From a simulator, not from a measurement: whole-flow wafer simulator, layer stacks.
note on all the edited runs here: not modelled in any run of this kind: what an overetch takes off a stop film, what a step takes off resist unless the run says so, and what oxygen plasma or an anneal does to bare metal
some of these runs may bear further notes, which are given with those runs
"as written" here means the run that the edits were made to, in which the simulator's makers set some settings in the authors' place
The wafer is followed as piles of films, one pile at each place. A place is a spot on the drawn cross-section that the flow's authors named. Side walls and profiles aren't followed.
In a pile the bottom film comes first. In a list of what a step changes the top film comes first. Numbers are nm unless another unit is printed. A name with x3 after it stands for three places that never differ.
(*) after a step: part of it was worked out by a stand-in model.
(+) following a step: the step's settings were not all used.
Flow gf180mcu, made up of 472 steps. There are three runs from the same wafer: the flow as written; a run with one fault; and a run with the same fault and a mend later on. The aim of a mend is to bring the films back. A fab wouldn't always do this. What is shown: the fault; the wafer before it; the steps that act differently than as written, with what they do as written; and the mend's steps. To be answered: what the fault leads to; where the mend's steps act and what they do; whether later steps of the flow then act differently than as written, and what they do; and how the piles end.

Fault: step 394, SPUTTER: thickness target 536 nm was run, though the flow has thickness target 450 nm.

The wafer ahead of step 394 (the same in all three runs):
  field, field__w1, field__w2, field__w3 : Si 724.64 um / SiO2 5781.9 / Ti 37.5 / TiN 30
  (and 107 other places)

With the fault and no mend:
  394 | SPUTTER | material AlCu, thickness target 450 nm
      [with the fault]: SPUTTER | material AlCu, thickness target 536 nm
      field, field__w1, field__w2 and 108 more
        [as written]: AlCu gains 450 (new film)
        [with the fault]: AlCu gains 536 (new film)
  Steps later in the flow that act otherwise than as written (1 more step, not shown, differs only slightly: by at most 2% or 0.5 nm, whichever is larger):
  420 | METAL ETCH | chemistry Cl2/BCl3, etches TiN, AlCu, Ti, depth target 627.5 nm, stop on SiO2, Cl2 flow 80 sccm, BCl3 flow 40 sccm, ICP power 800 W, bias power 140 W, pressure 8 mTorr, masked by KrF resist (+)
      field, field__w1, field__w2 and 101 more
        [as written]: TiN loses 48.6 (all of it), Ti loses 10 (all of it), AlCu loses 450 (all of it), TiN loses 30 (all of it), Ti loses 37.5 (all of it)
        [with the fault]: TiN loses 48.6 (all of it), Ti loses 10 (all of it), AlCu loses 536 (all of it), TiN loses 30 (all of it), Ti loses 2.94
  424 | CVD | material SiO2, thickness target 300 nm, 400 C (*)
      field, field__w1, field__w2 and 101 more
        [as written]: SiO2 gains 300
        [with the fault]: SiO2 gains 300 (new film)
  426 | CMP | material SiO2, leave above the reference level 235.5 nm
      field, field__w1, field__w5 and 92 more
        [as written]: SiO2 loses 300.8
        [with the fault]: SiO2 loses 249.4
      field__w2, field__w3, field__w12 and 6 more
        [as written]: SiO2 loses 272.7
        [with the fault]: SiO2 loses 218.9
  At field, field__w1, field__w2 and 109 more, the piles at the end differ from the flow's by more than 2% or 0.5 nm, whichever is larger.
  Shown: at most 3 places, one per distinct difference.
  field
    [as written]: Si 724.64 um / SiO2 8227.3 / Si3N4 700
    [with the fault]: Si 724.64 um / SiO2 5781.9 / Ti 34.6 / SiO2 2496.8 / Si3N4 700
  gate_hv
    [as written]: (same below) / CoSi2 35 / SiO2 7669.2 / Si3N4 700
    [with the fault]: (same below) / CoSi2 35 / SiO2 5223.8 / Ti 34.6 / SiO2 2496.8 / Si3N4 700
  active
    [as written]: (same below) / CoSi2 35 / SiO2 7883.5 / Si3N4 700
    [with the fault]: (same below) / CoSi2 35 / SiO2 5438.1 / Ti 34.6 / SiO2 2496.8 / Si3N4 700

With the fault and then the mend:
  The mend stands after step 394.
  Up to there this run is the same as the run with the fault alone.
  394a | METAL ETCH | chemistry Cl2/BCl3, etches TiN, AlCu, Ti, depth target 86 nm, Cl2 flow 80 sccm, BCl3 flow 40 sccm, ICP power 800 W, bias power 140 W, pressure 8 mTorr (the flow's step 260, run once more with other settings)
      field, field__w1, field__w2 and 108 more
        AlCu loses 86
  Every later step of the flow that is run acts as written at every place that is followed.
  The piles end the same as the flow's at every place that both follow.
